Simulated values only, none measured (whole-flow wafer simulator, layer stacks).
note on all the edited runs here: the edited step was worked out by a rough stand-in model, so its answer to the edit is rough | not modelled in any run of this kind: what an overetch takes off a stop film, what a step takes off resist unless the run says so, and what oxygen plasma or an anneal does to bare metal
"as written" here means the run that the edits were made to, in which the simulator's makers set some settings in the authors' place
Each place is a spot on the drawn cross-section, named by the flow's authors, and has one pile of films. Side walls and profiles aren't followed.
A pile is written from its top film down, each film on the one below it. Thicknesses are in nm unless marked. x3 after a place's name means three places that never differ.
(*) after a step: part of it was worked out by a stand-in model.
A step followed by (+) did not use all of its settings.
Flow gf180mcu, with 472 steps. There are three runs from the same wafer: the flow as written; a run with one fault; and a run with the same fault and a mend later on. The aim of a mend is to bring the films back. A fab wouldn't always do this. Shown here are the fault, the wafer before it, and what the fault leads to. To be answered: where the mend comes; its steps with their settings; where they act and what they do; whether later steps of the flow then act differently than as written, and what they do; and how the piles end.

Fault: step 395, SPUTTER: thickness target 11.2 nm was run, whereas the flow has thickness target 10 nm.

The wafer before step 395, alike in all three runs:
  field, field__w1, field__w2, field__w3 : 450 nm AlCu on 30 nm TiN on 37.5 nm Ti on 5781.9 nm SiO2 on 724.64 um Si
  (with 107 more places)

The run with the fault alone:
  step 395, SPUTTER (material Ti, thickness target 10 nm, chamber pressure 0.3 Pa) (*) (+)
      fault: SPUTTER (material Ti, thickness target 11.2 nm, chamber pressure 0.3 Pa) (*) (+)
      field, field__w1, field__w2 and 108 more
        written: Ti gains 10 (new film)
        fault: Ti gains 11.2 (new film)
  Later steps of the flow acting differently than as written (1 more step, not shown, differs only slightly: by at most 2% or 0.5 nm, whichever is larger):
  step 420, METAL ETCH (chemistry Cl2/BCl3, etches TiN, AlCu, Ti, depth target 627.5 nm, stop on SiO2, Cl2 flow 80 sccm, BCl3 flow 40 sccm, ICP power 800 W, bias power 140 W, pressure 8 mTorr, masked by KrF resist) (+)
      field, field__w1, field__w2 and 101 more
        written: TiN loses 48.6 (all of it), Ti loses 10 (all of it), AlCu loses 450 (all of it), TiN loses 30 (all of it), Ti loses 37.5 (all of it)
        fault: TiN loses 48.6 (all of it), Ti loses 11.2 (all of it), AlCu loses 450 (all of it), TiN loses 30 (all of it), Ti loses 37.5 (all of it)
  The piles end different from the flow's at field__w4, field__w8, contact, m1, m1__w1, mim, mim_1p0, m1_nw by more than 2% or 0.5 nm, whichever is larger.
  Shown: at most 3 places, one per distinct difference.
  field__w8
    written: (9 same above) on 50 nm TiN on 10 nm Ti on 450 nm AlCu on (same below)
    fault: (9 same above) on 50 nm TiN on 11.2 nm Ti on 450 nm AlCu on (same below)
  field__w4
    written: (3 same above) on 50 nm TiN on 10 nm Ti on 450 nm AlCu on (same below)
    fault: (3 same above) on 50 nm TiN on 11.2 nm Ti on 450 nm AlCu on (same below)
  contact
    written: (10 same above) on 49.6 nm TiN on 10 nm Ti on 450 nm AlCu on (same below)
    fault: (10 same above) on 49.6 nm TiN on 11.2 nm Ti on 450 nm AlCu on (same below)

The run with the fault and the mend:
  After step 395 comes the mend.
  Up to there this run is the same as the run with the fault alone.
  step 395a, METAL ETCH (chemistry Cl2/BCl3, etches TiN, AlCu, Ti, depth target 1.2 nm, Cl2 flow 80 sccm, BCl3 flow 40 sccm, ICP power 800 W, bias power 140 W, pressure 8 mTorr) (the flow's step 260, run once more with other settings)
      field, field__w1, field__w2 and 108 more
        Ti loses 1.2
  None of the later steps of the flow acts differently than as written at any place that is followed.
  At every place that both follow, the piles at the end match the flow's.
